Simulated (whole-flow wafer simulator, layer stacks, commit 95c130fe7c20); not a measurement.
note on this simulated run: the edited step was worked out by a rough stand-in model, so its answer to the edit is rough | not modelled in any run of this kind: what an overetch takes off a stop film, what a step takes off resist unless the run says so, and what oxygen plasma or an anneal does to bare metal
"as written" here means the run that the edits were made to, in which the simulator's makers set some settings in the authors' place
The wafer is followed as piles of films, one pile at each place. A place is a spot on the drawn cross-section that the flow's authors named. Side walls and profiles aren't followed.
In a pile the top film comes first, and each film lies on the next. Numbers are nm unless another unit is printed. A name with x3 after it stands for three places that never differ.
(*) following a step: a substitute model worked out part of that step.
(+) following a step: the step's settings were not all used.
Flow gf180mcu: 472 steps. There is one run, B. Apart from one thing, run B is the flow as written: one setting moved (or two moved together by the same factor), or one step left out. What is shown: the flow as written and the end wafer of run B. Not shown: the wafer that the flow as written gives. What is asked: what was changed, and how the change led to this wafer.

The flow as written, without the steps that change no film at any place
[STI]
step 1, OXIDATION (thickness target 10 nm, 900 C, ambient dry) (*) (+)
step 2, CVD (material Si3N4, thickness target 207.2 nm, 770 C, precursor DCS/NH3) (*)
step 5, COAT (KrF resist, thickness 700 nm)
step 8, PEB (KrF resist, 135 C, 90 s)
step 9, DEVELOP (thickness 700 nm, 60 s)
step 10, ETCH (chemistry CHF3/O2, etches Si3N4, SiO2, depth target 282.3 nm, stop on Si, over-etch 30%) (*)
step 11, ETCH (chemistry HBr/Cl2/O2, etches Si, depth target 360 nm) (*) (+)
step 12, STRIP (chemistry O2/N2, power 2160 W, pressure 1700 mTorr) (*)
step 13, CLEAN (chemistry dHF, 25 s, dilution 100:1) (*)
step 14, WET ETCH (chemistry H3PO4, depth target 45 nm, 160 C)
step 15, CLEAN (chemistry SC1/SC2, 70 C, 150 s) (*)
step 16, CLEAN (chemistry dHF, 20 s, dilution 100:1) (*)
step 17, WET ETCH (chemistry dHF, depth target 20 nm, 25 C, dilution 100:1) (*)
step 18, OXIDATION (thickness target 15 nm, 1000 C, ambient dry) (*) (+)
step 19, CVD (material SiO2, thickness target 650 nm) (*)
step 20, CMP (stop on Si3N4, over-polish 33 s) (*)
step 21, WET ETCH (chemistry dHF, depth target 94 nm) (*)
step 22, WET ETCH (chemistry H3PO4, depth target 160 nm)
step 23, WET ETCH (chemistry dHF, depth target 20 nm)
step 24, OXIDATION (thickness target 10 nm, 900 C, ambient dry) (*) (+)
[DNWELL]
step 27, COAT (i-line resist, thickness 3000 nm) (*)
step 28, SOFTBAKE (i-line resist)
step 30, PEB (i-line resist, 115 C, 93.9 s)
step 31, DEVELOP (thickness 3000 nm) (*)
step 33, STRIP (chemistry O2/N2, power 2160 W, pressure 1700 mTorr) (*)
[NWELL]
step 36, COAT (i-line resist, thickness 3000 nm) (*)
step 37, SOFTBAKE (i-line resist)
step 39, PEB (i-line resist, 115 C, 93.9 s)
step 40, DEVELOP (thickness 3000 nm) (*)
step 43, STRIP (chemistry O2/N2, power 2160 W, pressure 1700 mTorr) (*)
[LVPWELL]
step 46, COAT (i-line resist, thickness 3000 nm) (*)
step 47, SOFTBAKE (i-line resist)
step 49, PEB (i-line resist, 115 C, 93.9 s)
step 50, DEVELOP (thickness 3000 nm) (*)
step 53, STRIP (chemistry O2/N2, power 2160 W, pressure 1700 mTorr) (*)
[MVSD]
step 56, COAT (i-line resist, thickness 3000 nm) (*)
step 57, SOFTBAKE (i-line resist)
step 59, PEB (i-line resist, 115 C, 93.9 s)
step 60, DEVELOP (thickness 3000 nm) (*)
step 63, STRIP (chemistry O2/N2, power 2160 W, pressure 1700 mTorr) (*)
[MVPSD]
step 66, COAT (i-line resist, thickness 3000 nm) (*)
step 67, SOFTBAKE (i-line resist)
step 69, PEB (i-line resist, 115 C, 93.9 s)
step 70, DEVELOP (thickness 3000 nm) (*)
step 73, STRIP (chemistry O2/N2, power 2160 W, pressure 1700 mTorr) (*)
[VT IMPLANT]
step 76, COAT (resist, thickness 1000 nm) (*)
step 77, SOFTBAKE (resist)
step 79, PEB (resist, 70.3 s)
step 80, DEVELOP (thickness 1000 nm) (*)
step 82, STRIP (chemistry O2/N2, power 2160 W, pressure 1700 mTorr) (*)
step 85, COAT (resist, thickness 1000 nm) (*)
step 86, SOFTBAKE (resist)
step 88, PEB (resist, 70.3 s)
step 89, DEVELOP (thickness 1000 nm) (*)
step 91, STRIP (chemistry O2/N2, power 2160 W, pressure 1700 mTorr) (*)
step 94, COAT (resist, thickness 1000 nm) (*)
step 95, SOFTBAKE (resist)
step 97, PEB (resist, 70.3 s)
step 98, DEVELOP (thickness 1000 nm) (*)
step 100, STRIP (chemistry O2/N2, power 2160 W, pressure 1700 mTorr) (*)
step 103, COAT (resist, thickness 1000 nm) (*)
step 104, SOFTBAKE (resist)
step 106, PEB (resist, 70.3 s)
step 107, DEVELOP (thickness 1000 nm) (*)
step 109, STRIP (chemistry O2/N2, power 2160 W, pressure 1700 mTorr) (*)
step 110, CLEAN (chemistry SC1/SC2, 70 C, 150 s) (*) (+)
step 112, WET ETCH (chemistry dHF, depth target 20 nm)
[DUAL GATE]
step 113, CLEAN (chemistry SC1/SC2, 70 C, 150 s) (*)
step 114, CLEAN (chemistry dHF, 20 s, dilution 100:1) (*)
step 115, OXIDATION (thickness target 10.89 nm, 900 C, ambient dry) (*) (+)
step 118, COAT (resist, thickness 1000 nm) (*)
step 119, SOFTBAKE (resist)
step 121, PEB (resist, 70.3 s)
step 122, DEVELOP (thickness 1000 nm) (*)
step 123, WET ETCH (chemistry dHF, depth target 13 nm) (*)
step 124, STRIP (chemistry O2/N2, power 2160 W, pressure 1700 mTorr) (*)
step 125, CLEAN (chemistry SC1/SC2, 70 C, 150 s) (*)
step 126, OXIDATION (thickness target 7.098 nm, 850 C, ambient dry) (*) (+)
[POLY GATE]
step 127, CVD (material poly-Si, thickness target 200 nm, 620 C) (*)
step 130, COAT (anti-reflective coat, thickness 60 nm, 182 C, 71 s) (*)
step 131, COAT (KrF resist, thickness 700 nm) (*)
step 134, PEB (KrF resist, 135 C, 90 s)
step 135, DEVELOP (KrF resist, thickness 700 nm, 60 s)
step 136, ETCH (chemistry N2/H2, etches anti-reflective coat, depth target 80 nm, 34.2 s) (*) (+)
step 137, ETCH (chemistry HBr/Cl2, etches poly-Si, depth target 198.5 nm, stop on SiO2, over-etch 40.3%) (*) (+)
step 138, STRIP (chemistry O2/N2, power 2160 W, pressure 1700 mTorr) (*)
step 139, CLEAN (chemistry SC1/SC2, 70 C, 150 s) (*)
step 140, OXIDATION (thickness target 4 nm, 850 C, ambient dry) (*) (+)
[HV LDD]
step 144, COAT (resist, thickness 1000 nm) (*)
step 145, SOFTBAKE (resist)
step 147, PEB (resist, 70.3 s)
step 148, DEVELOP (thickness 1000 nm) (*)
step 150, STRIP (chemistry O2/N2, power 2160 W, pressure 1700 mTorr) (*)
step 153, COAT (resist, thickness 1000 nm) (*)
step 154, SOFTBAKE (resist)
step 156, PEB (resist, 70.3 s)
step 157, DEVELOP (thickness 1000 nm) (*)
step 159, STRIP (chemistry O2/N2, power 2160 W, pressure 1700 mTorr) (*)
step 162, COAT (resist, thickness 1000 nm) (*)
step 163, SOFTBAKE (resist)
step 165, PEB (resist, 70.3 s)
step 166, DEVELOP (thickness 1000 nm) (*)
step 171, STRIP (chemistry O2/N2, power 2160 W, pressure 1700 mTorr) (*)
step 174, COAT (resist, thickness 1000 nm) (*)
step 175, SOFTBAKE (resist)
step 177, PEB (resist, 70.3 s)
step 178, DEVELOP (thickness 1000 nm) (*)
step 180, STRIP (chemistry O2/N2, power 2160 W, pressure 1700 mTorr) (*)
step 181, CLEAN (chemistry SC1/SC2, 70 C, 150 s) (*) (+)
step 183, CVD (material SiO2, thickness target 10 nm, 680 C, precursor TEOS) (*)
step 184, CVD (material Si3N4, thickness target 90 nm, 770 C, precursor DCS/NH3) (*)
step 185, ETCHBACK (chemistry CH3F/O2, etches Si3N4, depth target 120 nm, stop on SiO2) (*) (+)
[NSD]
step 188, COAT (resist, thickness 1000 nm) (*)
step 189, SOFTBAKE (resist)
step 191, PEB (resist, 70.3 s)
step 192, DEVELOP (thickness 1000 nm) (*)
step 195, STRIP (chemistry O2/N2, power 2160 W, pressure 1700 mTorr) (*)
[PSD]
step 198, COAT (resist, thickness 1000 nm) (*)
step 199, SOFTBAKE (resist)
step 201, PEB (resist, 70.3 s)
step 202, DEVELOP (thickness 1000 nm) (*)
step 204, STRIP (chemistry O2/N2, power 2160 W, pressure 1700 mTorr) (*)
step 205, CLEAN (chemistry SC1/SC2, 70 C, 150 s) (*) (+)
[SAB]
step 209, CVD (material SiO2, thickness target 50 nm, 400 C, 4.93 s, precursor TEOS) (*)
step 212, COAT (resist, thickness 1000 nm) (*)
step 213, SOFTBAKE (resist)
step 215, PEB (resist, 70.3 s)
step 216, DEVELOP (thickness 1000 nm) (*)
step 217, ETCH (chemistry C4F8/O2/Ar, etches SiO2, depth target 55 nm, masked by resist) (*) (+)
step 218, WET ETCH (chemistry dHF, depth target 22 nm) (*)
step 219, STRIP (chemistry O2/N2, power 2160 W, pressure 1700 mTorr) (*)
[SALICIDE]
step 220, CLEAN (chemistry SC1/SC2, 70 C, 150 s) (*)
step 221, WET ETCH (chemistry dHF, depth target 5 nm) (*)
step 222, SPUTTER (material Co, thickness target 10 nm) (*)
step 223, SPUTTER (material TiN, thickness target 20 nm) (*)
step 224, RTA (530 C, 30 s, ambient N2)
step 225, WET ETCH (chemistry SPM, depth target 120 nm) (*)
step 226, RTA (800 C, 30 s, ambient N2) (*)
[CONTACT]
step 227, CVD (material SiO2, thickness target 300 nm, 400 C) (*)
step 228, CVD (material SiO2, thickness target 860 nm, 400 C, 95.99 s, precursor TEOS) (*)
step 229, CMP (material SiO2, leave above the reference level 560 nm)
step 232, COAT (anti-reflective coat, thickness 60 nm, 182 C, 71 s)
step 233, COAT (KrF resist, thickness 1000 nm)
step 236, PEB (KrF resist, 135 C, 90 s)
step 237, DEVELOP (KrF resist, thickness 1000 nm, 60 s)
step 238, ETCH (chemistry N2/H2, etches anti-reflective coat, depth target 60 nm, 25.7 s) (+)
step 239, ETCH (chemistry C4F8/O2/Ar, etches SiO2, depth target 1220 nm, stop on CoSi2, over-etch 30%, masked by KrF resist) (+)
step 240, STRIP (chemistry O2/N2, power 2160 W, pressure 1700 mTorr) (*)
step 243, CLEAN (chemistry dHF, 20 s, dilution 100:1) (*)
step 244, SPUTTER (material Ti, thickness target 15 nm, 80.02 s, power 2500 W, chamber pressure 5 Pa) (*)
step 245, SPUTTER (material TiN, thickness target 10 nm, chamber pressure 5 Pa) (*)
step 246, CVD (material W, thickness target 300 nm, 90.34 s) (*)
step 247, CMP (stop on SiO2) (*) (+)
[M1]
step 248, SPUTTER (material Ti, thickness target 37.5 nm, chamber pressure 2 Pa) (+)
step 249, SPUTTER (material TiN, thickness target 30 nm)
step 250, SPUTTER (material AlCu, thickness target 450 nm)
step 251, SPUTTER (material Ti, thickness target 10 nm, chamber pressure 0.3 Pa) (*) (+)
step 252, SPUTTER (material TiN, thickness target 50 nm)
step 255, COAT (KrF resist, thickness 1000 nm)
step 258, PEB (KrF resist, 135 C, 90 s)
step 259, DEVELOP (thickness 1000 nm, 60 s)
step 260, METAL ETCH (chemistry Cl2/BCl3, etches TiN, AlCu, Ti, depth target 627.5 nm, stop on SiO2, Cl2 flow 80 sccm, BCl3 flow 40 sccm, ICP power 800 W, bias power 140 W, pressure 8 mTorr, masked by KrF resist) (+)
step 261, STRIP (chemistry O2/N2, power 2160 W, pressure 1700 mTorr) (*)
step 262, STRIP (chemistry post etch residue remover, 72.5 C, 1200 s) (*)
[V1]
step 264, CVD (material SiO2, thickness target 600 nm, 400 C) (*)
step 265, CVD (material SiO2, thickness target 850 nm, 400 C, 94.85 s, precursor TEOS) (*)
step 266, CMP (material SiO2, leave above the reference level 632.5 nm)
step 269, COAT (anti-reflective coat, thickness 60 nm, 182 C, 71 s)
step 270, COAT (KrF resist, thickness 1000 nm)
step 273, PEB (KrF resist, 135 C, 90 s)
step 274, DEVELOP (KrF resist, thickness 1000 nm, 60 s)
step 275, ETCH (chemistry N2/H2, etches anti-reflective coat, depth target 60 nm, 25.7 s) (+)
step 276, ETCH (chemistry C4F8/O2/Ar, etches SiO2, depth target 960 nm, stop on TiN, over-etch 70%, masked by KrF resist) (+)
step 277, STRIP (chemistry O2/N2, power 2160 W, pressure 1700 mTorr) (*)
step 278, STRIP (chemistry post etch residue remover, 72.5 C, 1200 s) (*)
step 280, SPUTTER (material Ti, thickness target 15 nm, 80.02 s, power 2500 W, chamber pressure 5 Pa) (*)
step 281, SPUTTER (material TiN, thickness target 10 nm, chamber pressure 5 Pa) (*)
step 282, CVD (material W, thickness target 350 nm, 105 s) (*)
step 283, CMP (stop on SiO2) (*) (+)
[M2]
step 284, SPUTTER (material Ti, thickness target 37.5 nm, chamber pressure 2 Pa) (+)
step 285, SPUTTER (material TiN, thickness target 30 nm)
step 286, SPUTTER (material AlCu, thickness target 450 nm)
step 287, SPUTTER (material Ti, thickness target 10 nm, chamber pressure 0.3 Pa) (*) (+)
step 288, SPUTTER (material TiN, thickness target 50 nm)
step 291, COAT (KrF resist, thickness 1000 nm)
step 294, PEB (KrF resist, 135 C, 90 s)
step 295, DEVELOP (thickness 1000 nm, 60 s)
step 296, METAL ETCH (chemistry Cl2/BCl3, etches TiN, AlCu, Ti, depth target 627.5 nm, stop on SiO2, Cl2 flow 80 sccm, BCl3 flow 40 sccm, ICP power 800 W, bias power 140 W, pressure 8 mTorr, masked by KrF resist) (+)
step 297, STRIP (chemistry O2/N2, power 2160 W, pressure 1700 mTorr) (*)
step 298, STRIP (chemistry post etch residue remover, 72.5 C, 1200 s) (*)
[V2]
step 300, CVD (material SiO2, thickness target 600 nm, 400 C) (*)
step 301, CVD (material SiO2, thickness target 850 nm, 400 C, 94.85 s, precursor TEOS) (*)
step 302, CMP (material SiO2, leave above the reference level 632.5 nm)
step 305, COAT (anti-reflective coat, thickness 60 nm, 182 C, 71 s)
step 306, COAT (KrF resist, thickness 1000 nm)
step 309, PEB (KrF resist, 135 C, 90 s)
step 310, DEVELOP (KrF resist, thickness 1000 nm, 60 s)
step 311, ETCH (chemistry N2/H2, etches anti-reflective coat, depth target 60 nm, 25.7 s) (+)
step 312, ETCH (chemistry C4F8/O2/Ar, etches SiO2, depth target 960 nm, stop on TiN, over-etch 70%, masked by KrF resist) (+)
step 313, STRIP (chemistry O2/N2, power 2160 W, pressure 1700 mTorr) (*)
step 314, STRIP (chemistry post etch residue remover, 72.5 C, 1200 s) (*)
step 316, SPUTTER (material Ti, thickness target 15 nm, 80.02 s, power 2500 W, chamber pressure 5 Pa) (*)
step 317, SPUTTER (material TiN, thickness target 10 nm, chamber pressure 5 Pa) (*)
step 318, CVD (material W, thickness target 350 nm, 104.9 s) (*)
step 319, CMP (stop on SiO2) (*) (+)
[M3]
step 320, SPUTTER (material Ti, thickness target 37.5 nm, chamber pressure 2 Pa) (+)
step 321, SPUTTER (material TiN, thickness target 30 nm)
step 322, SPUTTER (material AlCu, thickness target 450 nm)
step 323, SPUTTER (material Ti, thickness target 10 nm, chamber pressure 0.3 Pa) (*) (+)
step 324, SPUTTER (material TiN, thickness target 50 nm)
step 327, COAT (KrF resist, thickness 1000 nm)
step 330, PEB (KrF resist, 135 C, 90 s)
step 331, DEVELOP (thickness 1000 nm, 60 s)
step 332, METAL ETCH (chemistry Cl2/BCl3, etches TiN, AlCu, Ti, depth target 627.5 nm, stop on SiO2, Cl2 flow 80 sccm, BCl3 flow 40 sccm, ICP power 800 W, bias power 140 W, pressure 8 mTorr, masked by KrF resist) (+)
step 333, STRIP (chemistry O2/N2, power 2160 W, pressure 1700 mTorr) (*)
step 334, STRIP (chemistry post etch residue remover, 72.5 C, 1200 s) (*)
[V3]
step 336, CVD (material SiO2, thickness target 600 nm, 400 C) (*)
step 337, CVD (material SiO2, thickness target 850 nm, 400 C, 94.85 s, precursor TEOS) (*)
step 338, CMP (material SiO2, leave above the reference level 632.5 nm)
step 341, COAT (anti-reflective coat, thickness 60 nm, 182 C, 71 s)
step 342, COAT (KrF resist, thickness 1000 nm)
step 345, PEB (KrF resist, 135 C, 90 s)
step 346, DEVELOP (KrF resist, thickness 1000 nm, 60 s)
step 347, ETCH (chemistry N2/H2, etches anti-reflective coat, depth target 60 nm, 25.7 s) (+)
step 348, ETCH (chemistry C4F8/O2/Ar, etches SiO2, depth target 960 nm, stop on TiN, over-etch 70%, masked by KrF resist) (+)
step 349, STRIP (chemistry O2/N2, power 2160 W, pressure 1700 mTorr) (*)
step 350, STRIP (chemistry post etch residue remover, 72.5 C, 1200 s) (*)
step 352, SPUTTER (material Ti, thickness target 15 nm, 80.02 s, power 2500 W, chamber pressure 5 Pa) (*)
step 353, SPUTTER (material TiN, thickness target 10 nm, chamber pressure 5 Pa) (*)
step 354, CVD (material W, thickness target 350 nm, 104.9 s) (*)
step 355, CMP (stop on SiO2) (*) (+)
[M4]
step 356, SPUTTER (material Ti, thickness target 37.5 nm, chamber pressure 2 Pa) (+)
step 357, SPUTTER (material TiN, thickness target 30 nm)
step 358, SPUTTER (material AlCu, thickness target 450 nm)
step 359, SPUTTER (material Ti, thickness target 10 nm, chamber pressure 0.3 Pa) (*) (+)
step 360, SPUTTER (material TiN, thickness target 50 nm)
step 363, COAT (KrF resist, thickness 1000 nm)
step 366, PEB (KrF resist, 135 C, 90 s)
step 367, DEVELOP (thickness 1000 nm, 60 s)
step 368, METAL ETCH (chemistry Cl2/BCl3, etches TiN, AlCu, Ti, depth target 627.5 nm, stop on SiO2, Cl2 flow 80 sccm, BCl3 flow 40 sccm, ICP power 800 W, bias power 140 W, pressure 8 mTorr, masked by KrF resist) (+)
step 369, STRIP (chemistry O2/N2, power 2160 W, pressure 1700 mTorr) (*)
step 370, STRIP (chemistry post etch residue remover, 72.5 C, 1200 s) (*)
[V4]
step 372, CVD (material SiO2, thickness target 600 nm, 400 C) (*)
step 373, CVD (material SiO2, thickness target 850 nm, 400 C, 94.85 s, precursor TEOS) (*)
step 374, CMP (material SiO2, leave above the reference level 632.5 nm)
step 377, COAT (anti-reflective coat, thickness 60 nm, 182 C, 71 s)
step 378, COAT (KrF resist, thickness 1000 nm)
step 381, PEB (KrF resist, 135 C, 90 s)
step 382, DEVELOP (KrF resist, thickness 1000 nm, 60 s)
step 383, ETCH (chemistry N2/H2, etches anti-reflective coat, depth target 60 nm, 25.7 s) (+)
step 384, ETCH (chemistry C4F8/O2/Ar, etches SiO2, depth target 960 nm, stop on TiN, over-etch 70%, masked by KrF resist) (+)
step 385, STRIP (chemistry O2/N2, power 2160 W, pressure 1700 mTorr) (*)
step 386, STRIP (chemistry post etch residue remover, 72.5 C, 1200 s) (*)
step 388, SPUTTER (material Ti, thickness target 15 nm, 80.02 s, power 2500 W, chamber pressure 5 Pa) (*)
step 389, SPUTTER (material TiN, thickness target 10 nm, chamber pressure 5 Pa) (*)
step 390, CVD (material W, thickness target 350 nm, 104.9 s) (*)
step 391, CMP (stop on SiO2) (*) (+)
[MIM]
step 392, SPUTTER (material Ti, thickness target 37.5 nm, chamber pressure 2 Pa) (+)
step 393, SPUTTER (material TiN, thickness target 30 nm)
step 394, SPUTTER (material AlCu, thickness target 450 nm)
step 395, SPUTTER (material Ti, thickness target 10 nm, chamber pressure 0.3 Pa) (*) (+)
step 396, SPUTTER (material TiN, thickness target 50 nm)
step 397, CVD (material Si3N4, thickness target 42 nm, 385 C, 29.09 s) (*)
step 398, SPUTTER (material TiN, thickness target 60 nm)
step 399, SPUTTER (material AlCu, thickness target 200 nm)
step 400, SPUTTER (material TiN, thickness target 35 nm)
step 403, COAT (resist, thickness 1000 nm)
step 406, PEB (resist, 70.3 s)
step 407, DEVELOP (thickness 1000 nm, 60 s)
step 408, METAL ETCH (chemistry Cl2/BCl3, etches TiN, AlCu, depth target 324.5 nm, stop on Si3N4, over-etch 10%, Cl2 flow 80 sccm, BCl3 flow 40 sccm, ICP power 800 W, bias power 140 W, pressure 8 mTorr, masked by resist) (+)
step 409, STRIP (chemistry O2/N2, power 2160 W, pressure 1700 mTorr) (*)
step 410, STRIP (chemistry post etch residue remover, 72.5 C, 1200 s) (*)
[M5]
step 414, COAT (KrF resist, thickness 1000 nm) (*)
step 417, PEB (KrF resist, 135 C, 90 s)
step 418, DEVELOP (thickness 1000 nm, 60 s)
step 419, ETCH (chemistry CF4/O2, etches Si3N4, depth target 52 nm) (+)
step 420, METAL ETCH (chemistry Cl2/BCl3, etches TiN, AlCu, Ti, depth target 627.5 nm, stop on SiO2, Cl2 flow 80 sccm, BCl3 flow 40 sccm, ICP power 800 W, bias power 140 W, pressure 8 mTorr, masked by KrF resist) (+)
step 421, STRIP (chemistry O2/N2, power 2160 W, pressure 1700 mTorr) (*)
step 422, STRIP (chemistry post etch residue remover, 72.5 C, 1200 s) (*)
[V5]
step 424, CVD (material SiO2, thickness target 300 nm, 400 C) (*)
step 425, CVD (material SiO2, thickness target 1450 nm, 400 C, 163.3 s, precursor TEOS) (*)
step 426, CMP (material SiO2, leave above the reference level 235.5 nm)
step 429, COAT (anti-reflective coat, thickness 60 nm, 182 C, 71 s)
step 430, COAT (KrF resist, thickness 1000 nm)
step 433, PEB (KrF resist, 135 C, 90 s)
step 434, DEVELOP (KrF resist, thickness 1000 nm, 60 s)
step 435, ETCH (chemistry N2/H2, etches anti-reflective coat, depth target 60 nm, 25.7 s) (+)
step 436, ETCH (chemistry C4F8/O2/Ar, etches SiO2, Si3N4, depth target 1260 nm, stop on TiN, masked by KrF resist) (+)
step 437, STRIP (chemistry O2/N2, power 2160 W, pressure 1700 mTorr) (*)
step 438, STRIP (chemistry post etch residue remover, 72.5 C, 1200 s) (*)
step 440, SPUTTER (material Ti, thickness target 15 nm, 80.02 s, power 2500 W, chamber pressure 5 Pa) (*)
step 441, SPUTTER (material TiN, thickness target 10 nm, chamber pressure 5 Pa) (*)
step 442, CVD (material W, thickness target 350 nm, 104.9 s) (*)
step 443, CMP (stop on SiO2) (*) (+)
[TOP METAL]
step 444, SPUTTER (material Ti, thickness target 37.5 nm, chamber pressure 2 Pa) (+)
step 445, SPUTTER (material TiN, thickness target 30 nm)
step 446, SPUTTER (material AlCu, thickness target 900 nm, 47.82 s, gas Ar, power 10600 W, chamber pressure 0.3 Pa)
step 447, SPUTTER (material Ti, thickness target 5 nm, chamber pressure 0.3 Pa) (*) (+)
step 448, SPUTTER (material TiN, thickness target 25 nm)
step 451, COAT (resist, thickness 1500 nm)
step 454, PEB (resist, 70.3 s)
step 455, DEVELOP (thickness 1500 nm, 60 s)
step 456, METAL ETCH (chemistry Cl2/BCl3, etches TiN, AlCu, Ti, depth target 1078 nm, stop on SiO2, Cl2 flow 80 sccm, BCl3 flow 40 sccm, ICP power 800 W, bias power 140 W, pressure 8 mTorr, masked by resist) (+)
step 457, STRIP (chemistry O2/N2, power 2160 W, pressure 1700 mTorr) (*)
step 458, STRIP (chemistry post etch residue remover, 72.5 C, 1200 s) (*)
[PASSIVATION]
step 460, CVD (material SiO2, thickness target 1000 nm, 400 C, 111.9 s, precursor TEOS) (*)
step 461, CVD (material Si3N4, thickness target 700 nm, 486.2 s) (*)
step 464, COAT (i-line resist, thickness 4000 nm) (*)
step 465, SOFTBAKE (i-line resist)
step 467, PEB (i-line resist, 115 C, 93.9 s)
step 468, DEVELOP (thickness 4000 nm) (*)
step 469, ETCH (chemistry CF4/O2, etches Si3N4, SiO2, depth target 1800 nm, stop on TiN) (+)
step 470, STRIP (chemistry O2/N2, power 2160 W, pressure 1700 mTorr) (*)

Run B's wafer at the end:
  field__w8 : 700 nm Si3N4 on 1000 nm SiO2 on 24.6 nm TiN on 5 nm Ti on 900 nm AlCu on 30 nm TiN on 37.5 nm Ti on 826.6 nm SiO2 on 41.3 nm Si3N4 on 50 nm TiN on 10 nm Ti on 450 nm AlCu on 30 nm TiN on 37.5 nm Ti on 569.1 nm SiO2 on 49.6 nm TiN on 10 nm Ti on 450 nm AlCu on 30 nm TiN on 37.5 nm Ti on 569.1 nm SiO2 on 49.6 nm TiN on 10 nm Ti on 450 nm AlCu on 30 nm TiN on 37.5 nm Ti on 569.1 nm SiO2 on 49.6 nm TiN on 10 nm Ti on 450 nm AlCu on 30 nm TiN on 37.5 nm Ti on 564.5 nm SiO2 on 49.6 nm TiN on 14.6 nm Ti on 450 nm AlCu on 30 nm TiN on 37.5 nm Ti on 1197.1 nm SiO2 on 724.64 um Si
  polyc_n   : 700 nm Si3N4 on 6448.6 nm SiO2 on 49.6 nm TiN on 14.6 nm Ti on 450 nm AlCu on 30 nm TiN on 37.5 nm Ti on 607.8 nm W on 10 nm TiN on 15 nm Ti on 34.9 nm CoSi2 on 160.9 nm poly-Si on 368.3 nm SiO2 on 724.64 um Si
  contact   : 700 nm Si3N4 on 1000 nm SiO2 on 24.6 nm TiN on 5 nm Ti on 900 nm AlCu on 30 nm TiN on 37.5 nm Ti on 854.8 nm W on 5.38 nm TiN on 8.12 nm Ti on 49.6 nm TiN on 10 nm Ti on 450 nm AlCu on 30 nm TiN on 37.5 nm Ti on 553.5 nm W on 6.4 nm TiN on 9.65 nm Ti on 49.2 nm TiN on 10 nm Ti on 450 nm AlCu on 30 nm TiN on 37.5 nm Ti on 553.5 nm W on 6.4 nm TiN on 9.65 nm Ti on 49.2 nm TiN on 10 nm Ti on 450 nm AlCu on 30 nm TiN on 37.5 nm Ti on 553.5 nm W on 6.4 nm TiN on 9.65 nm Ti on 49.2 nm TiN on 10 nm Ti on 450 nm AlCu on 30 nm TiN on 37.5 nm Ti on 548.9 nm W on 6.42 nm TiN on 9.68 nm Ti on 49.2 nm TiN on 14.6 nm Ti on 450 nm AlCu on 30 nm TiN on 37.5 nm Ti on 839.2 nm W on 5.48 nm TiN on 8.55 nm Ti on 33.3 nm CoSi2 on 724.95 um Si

The reason: step 251, SPUTTER: thickness target 14.6 nm was run, though the flow has thickness target 10 nm.
The wafer lets one read it off: field__w8 has Ti 14.6, and step 251 as written asks for 10 nm.

How this came from the change, step by step:
  step 251, SPUTTER (material Ti, thickness target 10 nm, chamber pressure 0.3 Pa) (*) (+)
      field, field__w1, field__w2 and 108 more: Ti gains 14.6 (new film) (in the flow as written it would be: Ti gains 10 (new film))
  step 260, METAL ETCH (chemistry Cl2/BCl3, etches TiN, AlCu, Ti, depth target 627.5 nm, stop on SiO2, Cl2 flow 80 sccm, BCl3 flow 40 sccm, ICP power 800 W, bias power 140 W, pressure 8 mTorr, masked by KrF resist) (+)
      field, field__w1, field__w2 and 99 more: TiN loses 50 (all of it), Ti loses 14.6 (all of it), AlCu loses 450 (all of it), TiN loses 30 (all of it), Ti loses 37.5 (all of it) (in the flow as written it would be: TiN loses 50 (all of it), Ti loses 10 (all of it), AlCu loses 450 (all of it), TiN loses 30 (all of it), Ti loses 37.5 (all of it))
